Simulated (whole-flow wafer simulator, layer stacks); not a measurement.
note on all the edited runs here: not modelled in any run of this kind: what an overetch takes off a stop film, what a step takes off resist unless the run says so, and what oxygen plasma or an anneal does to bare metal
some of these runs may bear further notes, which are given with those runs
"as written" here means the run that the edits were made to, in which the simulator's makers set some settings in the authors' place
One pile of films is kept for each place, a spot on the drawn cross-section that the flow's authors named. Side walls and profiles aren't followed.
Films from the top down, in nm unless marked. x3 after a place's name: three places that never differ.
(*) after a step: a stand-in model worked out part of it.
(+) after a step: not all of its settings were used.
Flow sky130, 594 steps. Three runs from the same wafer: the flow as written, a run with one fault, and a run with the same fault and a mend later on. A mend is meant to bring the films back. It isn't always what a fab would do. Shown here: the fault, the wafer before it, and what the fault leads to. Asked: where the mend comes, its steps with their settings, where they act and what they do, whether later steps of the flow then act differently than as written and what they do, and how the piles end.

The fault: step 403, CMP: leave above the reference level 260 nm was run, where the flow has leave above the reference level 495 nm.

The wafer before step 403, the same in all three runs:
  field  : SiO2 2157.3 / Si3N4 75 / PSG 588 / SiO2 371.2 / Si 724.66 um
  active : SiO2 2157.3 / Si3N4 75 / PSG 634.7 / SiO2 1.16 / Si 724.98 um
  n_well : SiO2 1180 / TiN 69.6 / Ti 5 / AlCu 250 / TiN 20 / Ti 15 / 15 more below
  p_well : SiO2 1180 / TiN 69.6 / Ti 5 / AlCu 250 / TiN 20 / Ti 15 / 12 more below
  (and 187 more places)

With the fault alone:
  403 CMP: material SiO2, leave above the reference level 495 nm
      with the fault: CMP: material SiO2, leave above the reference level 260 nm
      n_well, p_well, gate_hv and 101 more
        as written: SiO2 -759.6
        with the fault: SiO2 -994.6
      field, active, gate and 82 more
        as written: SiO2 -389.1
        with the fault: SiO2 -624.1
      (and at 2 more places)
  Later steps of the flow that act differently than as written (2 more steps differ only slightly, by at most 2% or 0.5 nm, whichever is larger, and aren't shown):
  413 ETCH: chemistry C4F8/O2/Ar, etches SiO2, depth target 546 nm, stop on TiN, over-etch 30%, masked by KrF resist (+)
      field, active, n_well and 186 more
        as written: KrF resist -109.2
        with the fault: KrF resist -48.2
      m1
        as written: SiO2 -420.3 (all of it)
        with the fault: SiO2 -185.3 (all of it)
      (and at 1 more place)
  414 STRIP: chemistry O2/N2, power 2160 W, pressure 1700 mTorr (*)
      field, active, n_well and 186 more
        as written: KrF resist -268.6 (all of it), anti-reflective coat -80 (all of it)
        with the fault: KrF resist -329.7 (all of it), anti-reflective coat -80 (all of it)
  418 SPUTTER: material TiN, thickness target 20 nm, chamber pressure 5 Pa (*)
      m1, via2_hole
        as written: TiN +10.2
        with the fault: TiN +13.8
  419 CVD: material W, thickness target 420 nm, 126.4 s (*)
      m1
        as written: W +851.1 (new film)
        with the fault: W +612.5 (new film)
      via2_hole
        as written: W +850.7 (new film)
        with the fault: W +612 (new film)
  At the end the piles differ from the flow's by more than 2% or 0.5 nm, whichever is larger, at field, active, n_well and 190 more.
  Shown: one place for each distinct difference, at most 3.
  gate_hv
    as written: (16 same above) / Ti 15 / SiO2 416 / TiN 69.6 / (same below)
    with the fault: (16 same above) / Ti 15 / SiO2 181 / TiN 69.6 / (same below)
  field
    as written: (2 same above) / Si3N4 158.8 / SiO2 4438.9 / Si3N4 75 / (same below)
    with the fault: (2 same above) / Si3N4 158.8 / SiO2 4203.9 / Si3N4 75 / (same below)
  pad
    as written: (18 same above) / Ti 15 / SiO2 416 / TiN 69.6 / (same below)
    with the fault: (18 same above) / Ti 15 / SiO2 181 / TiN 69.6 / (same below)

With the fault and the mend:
  The mend comes after step 403.
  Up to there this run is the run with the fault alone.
  403a HDPCVD: thickness target 235 nm (*) (the flow's step 402 once more, with other settings)
      field, active, n_well and 188 more
        SiO2 +235
  No later step of the flow acts differently than as written, at any place that is followed, by more than 2% or 0.5 nm, whichever is larger.
  At the end the piles are the same as the flow's at every place that both follow.
